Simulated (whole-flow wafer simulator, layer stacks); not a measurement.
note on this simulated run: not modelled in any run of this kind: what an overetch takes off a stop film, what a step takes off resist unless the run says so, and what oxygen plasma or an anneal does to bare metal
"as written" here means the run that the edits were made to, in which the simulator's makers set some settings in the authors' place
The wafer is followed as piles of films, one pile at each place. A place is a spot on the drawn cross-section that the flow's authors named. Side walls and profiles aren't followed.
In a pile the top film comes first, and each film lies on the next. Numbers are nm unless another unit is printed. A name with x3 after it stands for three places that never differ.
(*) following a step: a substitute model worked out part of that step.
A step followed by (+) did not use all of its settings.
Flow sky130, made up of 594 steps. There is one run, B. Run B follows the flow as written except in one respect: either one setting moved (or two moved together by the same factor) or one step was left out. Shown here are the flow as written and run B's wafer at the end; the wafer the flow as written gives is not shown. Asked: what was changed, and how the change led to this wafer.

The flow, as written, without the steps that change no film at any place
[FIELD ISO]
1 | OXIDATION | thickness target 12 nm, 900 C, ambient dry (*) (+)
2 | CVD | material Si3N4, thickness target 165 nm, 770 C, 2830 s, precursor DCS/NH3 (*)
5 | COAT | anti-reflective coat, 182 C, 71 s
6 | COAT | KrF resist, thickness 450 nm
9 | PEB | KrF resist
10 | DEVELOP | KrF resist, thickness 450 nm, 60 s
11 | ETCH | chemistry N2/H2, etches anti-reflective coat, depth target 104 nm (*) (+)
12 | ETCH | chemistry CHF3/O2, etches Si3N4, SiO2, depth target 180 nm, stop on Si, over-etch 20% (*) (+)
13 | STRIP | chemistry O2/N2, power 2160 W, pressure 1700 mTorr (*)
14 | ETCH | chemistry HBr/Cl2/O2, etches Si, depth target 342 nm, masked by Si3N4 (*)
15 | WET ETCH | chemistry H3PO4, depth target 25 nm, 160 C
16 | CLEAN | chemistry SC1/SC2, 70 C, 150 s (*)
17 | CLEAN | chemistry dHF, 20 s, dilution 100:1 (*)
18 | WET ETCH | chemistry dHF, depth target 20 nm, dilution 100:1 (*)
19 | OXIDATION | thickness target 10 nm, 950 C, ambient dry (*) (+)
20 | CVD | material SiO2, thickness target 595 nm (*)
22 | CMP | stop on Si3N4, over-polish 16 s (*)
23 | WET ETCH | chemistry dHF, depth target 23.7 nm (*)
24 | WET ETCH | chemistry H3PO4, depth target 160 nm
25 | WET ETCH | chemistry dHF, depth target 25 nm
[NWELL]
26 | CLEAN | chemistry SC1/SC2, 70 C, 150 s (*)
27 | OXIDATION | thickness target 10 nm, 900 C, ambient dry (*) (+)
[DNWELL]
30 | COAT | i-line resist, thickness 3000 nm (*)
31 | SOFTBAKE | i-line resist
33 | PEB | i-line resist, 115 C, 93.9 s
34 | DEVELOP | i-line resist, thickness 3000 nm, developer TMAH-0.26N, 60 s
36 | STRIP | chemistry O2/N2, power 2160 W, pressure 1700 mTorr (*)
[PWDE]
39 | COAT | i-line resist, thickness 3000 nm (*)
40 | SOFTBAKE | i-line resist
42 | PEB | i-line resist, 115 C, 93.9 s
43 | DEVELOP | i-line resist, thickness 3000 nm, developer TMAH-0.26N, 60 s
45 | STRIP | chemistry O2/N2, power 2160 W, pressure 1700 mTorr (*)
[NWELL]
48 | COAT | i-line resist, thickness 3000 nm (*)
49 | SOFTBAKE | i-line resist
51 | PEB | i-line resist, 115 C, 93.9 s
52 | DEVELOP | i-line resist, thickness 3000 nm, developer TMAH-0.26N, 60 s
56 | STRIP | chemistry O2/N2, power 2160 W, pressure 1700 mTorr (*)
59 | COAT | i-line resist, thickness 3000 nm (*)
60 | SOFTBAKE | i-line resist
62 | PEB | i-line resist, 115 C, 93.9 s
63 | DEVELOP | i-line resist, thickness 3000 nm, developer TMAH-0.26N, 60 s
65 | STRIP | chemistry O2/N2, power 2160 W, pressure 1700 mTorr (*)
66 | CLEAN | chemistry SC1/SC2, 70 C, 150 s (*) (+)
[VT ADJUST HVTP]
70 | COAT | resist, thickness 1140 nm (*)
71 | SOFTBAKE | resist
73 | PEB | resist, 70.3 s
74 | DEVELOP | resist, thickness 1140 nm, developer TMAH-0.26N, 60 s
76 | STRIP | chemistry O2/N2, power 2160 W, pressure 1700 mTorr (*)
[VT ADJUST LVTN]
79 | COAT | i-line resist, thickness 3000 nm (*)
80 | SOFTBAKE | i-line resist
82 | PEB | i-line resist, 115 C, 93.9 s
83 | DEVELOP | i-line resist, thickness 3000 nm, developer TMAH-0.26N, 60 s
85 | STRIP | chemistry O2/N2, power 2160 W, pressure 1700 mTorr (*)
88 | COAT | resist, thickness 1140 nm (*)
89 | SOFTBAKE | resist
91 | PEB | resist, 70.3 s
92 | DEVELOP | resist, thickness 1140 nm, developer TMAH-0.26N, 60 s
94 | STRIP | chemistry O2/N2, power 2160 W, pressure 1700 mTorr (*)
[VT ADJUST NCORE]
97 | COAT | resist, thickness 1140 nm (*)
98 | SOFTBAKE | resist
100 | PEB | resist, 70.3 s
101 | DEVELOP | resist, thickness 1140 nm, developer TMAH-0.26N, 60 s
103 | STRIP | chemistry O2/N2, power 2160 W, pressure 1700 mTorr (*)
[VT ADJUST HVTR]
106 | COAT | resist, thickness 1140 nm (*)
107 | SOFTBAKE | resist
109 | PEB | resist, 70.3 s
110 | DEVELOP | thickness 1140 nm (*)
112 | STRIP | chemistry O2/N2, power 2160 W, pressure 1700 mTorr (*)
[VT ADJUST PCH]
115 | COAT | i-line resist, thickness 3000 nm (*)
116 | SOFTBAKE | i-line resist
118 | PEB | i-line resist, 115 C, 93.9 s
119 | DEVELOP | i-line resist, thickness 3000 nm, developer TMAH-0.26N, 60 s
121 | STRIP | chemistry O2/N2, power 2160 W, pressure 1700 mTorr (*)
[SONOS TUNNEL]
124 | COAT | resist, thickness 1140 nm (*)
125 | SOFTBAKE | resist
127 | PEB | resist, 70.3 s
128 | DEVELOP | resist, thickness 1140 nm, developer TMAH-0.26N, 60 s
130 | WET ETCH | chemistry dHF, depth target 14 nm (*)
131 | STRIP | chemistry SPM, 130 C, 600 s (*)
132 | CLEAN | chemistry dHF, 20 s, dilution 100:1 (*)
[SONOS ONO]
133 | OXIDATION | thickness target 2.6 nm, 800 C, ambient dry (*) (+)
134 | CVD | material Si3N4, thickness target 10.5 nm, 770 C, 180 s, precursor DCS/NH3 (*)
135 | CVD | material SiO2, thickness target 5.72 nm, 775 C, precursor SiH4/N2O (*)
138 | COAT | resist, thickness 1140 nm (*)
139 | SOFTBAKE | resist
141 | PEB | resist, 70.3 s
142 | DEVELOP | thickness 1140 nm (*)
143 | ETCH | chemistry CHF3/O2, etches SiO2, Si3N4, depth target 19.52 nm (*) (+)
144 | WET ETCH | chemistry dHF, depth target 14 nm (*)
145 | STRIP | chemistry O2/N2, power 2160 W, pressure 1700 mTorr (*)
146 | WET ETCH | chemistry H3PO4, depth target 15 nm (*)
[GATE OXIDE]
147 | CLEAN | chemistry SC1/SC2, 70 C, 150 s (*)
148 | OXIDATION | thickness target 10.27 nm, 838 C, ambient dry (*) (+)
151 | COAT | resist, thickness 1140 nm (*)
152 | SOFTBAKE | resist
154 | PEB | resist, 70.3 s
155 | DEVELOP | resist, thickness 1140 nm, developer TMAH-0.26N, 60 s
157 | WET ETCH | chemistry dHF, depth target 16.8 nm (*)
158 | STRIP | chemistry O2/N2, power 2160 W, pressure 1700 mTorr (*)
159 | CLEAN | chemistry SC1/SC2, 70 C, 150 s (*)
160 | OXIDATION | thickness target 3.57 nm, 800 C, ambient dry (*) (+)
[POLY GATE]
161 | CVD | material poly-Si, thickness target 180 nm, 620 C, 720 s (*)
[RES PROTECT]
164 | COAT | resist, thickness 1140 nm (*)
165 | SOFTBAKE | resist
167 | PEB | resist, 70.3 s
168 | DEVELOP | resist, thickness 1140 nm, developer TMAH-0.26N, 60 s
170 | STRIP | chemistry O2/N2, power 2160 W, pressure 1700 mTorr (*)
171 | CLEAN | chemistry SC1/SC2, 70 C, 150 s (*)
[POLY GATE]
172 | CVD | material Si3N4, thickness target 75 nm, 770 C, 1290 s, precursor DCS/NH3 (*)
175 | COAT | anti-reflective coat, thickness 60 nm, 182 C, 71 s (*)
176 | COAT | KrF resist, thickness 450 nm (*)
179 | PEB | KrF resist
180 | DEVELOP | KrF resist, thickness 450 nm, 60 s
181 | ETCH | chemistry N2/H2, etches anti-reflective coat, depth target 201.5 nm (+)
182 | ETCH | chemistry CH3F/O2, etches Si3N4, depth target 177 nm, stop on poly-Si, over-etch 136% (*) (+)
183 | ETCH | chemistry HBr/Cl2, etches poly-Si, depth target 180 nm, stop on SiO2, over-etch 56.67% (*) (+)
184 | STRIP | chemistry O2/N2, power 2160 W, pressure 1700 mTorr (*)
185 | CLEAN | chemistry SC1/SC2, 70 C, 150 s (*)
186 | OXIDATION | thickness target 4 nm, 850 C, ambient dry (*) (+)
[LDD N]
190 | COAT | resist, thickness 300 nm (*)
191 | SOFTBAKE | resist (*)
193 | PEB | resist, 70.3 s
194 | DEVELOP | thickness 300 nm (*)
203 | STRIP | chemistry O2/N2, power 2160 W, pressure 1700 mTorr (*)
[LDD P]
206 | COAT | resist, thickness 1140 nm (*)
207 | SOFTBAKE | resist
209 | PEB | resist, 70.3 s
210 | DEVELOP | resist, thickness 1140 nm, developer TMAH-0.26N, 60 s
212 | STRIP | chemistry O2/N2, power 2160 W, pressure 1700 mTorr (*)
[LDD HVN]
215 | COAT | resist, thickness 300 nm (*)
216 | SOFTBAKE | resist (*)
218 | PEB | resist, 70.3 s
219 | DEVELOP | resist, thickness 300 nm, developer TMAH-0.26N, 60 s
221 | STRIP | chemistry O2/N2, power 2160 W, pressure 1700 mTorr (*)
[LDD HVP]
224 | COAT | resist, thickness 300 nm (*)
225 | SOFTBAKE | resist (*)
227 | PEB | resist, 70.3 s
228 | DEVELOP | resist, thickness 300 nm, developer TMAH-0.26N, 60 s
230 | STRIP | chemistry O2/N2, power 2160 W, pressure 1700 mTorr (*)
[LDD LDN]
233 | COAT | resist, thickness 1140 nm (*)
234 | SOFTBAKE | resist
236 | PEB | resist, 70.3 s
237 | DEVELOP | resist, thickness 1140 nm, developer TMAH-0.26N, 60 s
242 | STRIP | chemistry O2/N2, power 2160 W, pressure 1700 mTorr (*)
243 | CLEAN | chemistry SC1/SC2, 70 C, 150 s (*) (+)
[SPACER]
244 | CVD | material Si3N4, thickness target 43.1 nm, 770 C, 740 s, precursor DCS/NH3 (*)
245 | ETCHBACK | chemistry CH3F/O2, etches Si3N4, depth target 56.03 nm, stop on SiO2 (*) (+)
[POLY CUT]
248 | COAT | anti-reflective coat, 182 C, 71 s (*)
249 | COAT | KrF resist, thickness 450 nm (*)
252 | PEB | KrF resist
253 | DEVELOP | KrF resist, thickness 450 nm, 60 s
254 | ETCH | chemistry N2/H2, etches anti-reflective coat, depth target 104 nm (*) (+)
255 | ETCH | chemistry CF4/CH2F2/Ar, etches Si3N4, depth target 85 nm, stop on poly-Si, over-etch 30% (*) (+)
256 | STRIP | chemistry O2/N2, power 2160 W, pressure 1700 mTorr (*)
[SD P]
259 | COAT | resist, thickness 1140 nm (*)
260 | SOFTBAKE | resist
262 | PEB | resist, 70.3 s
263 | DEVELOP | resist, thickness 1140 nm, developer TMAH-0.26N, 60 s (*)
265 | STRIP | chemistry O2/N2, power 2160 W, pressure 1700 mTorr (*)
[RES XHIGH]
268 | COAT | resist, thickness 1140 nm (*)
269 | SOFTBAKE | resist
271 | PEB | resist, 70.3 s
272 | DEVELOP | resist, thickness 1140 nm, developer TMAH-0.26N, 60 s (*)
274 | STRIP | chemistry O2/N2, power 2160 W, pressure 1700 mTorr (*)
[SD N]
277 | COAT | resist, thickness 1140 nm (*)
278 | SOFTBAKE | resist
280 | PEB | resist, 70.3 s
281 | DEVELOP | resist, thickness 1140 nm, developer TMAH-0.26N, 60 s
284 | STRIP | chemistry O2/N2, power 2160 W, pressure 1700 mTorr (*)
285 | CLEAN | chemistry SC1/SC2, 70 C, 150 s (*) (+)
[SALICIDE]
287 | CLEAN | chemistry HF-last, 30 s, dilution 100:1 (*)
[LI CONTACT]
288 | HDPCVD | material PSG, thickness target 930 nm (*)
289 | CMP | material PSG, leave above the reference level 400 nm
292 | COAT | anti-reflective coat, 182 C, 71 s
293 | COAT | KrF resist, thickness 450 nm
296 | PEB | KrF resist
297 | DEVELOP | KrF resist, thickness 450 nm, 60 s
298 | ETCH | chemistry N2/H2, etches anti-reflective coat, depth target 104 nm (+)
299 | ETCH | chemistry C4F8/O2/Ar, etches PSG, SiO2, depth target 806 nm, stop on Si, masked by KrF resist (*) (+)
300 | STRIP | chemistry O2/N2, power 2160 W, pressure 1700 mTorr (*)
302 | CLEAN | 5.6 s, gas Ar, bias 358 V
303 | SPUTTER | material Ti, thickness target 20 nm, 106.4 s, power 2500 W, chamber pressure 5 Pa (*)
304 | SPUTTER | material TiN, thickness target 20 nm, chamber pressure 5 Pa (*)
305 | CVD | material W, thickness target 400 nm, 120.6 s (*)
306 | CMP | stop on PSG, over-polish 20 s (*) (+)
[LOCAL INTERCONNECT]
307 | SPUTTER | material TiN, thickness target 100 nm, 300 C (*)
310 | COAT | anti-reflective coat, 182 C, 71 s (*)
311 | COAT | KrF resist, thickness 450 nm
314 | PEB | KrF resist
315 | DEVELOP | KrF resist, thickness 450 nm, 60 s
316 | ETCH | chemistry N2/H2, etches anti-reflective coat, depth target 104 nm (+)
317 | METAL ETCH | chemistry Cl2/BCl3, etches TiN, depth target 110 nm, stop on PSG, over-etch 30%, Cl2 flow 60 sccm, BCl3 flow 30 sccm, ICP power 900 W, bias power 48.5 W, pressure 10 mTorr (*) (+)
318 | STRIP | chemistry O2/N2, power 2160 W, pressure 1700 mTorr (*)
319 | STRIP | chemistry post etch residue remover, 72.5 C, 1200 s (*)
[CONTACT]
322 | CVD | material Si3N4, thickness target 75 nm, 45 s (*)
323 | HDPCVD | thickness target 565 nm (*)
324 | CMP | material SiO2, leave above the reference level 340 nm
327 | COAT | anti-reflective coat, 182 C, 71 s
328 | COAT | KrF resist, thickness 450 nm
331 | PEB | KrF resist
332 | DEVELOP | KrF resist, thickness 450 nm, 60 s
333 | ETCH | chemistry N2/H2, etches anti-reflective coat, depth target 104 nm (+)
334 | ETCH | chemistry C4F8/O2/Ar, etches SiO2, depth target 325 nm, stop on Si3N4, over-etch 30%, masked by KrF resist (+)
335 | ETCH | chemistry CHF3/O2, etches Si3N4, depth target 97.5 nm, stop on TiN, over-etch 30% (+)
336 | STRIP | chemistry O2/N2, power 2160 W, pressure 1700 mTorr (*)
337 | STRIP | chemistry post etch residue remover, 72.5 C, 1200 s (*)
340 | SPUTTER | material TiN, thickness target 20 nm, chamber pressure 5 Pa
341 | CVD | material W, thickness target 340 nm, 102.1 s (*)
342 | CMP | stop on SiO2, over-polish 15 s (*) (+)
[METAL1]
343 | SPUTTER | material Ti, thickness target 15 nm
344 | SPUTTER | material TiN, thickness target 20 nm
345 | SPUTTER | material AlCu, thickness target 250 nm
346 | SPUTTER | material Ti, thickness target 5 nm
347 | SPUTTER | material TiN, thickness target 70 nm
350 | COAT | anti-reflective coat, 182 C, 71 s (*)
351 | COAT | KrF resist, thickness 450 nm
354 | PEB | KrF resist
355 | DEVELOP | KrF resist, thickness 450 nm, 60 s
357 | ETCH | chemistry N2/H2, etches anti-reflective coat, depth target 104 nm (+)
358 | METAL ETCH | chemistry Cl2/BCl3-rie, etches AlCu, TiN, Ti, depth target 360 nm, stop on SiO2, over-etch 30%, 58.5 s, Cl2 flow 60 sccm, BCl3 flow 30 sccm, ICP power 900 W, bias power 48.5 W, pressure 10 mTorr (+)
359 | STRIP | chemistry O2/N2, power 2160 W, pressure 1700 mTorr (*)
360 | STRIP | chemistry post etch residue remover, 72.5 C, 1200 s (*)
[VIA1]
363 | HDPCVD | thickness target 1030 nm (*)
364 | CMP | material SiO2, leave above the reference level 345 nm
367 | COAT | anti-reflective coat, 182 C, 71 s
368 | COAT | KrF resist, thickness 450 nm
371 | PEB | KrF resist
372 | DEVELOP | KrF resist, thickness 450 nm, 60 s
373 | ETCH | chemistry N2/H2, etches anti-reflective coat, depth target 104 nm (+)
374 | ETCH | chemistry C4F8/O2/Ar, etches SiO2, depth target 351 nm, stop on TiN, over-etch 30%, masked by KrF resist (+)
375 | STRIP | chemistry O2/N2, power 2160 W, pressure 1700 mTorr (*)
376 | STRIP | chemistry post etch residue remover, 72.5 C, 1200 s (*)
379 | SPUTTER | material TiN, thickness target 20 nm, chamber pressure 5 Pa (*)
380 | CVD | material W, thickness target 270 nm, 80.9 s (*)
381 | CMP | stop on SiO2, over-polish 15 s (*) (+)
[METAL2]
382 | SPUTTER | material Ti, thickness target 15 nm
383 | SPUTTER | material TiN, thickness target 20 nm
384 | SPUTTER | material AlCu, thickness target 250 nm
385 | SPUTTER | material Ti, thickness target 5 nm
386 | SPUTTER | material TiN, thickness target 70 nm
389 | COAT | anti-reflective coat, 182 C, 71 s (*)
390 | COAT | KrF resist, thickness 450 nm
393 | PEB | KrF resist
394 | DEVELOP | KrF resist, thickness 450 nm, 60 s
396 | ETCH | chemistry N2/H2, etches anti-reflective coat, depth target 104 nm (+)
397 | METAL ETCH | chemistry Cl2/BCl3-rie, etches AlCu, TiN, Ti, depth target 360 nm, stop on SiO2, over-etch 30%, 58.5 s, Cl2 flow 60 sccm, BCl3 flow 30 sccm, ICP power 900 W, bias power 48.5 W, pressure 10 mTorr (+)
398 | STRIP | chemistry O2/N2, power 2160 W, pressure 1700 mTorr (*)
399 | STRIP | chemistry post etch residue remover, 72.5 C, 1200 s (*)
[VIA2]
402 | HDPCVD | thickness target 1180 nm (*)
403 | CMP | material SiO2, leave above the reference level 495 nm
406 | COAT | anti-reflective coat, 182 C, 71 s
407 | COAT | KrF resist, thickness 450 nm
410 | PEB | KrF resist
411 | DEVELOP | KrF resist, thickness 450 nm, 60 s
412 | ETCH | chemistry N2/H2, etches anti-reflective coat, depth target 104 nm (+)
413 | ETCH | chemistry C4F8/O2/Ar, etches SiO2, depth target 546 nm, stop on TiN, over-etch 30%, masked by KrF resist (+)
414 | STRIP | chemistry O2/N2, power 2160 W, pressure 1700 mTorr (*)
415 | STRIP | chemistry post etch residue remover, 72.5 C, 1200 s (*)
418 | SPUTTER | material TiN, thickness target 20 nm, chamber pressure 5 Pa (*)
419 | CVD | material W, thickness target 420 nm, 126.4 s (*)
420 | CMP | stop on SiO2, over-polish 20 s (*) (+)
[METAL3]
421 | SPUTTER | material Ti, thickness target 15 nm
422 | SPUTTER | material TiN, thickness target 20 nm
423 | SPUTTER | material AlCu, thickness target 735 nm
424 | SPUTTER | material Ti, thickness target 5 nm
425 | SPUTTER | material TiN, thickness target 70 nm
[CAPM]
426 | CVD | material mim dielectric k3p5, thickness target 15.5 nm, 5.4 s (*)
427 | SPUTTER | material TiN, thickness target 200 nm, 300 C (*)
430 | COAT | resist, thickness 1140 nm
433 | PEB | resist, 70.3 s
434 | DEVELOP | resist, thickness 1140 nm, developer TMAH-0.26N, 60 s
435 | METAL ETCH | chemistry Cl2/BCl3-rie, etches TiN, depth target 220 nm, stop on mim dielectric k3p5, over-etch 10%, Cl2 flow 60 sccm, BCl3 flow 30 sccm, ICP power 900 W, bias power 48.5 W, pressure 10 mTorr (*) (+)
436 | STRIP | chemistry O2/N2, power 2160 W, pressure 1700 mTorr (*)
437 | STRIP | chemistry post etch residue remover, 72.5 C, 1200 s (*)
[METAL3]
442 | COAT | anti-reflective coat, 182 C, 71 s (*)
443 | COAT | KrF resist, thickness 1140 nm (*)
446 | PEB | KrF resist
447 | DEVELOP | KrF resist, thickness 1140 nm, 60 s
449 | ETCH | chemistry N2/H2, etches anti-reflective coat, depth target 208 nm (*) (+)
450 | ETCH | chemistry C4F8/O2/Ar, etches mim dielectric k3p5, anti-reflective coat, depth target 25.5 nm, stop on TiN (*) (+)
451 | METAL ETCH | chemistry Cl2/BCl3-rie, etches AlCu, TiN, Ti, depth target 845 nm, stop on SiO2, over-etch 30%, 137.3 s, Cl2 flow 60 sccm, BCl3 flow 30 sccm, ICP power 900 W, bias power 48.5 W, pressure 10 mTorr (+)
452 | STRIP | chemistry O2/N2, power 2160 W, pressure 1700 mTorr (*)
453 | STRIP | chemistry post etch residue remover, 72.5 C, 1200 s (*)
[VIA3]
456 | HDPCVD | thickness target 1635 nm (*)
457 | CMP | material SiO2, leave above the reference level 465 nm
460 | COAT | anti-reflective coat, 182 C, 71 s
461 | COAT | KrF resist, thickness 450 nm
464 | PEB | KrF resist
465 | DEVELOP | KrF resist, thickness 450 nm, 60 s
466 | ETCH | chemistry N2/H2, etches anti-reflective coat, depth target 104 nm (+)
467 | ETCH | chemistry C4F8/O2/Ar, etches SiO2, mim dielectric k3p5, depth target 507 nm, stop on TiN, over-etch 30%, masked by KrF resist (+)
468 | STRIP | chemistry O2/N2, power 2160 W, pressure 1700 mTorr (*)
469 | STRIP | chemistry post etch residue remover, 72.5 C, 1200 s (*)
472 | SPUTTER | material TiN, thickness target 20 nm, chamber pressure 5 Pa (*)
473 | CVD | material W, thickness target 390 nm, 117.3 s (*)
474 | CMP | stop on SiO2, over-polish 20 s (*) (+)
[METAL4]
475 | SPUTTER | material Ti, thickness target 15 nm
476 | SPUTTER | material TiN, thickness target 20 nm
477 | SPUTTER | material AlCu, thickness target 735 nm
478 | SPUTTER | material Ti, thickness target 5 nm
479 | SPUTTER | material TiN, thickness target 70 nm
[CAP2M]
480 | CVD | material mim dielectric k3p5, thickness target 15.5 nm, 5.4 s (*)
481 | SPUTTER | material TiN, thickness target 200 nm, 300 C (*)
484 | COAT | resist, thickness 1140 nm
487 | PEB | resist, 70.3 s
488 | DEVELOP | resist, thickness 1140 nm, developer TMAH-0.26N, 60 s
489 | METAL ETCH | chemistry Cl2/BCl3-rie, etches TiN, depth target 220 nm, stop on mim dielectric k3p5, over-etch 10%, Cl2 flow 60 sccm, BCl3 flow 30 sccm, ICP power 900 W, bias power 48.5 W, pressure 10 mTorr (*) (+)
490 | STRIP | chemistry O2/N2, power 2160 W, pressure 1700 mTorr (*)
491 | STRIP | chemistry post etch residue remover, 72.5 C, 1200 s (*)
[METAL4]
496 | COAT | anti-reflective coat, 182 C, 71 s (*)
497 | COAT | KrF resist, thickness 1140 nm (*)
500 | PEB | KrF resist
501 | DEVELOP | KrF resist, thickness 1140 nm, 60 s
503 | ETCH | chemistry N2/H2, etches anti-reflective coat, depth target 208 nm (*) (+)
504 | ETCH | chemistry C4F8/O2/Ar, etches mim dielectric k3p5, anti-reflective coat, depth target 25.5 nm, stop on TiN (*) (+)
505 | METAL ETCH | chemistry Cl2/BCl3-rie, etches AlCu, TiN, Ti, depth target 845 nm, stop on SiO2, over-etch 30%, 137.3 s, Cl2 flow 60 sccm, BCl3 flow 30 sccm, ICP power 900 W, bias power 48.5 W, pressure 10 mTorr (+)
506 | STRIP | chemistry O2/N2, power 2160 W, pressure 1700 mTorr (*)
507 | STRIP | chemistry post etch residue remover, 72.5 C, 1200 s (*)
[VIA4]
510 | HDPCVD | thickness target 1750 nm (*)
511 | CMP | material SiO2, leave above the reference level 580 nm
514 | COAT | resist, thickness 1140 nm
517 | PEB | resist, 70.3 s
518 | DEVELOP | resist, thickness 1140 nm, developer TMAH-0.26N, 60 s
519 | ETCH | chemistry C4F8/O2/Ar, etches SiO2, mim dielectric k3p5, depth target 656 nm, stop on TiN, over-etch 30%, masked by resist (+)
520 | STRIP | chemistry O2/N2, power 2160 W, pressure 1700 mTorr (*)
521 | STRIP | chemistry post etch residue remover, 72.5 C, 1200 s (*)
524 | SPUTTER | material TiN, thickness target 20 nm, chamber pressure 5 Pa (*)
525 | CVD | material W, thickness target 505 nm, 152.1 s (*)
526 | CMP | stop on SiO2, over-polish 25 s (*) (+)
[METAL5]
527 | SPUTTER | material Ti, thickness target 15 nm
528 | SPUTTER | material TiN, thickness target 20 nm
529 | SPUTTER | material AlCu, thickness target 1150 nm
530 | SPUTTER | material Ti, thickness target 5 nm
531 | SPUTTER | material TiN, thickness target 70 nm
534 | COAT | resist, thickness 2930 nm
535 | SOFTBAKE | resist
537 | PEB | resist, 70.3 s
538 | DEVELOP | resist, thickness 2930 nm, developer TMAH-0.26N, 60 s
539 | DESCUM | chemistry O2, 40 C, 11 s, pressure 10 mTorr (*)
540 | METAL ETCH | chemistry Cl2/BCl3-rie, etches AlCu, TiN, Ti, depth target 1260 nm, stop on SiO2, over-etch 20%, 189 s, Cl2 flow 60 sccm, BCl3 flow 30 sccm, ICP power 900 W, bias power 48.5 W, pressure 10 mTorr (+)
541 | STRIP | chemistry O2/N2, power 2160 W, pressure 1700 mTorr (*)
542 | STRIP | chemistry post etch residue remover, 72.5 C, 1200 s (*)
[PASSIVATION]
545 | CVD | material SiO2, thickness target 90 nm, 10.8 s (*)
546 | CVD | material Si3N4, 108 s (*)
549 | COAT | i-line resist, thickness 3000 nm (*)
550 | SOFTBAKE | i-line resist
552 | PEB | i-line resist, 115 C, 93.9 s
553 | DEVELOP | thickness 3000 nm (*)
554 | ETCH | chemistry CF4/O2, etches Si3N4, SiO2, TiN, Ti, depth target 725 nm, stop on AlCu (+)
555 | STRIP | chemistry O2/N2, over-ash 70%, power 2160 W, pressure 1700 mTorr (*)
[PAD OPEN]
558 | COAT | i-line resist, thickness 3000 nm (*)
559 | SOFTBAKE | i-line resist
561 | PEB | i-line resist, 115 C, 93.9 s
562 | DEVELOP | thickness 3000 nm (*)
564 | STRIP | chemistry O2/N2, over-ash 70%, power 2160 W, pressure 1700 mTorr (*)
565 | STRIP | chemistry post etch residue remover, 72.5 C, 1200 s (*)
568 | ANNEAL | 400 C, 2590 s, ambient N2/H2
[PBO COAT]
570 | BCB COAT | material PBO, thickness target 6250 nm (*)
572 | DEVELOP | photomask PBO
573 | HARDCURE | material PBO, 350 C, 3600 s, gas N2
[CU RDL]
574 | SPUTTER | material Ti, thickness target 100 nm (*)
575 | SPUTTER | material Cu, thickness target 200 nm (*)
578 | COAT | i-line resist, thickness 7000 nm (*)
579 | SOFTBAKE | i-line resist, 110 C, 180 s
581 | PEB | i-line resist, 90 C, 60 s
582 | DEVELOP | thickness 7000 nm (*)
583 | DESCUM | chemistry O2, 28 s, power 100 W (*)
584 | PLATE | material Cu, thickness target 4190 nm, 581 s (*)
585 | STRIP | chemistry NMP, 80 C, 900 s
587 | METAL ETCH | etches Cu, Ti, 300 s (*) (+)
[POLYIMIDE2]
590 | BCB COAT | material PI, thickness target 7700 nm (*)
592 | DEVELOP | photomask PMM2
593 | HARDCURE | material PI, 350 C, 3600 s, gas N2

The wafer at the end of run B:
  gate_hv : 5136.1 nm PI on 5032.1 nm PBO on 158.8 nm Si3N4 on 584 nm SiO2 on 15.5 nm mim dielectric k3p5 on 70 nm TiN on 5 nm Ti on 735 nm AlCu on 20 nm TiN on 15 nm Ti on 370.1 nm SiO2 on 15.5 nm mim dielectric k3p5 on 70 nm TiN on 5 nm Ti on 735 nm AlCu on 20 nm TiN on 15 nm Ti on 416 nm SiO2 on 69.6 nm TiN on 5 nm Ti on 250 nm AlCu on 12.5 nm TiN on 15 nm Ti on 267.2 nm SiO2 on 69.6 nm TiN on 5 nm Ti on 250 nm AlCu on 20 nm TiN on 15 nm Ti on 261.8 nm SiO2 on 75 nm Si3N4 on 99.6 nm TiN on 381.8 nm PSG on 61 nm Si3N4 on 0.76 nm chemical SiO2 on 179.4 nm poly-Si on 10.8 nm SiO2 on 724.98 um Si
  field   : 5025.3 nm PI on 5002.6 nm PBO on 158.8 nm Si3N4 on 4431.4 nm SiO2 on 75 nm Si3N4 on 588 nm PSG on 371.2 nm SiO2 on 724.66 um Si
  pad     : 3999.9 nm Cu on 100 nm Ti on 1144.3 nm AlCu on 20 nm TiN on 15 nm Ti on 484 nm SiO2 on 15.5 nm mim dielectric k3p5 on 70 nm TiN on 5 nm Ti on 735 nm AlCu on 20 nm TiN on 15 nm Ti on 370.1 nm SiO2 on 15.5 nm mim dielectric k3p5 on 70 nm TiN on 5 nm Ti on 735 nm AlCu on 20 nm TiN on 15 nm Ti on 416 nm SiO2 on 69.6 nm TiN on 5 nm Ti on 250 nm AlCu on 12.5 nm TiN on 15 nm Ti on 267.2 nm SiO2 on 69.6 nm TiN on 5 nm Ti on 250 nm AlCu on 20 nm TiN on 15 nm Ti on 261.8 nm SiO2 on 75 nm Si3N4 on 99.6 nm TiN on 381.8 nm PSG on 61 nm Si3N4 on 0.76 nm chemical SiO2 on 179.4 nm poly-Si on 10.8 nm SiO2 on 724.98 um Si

What caused this: step 383, SPUTTER: thickness target 12.5 nm was run, though the flow has thickness target 20 nm.
One can read it off the wafer: gate_hv has TiN 12.5, and step 383 as written asks for 20 nm.

Step by step, how the change led to this:
  383 | SPUTTER | material TiN, thickness target 20 nm
      field, active, n_well and 188 more: TiN gains 12.5 (new film) (as written it would have been: TiN gains 20 (new film))
  397 | METAL ETCH | chemistry Cl2/BCl3-rie, etches AlCu, TiN, Ti, depth target 360 nm, stop on SiO2, over-etch 30%, 58.5 s, Cl2 flow 60 sccm, BCl3 flow 30 sccm, ICP power 900 W, bias power 48.5 W, pressure 10 mTorr (+)
      field, active, gate and 82 more: TiN loses 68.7 (all of it), Ti loses 5 (all of it), AlCu loses 250 (all of it), TiN loses 12.5 (all of it), Ti loses 15 (all of it), SiO2 loses 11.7 (as written it would have been: TiN loses 68.7 (all of it), Ti loses 5 (all of it), AlCu loses 250 (all of it), TiN loses 20 (all of it), Ti loses 15 (all of it), SiO2 loses 10.9)
